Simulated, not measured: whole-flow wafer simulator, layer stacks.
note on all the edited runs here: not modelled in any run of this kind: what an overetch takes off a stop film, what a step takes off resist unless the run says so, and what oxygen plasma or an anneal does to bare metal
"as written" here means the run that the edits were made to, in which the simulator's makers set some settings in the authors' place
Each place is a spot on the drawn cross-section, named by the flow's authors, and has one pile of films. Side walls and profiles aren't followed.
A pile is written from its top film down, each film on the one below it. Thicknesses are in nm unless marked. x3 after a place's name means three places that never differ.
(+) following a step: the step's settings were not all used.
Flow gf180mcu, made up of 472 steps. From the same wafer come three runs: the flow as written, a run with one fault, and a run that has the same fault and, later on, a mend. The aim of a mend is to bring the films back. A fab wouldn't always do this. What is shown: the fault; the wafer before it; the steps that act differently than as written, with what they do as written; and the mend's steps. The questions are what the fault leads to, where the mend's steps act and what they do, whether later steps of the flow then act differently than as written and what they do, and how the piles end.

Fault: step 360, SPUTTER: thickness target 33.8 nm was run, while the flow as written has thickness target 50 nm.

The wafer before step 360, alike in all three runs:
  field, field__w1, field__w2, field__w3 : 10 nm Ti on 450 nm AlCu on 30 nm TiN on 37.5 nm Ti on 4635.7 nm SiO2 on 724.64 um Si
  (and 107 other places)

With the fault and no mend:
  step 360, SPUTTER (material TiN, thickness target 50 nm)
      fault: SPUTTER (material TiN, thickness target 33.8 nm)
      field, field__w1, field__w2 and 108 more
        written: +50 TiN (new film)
        fault: +33.8 TiN (new film)
  Steps further on in the flow that do not act as written (4 other steps are not shown; they differ only slightly, by no more than 2% or 0.5 nm, whichever is larger):
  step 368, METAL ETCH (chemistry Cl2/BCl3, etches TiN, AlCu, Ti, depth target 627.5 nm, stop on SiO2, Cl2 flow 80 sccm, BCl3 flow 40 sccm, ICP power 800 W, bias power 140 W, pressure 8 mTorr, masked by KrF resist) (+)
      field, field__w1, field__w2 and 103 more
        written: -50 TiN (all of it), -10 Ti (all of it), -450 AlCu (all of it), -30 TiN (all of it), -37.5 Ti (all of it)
        fault: -33.8 TiN (all of it), -10 Ti (all of it), -450 AlCu (all of it), -30 TiN (all of it), -37.5 Ti (all of it)
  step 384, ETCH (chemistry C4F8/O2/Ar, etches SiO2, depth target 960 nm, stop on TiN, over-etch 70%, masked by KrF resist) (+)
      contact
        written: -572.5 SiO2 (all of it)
        fault: -588.7 SiO2 (all of it)
  By the end, the piles at field__w8, contact, m1, m1__w1, m1_nw depart from the flow's by more than 2% or 0.5 nm, whichever is larger.
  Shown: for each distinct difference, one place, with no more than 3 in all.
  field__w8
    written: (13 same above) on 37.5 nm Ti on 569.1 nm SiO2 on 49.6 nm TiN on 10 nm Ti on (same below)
    fault: (13 same above) on 37.5 nm Ti on 585.3 nm SiO2 on 33.4 nm TiN on 10 nm Ti on (same below)
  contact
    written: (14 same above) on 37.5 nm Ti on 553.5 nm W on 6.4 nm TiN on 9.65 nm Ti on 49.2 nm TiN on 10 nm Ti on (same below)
    fault: (14 same above) on 37.5 nm Ti on 569.9 nm W on 6.34 nm TiN on 9.56 nm Ti on 33 nm TiN on 10 nm Ti on (same below)

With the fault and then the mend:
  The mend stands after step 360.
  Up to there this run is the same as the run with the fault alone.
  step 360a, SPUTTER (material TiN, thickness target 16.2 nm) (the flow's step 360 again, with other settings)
      field, field__w1, field__w2 and 108 more
        +16.2 TiN
  Every later step of the flow that is run acts as written at every place that is followed.
  The piles end the same as the flow's at every place that both follow.
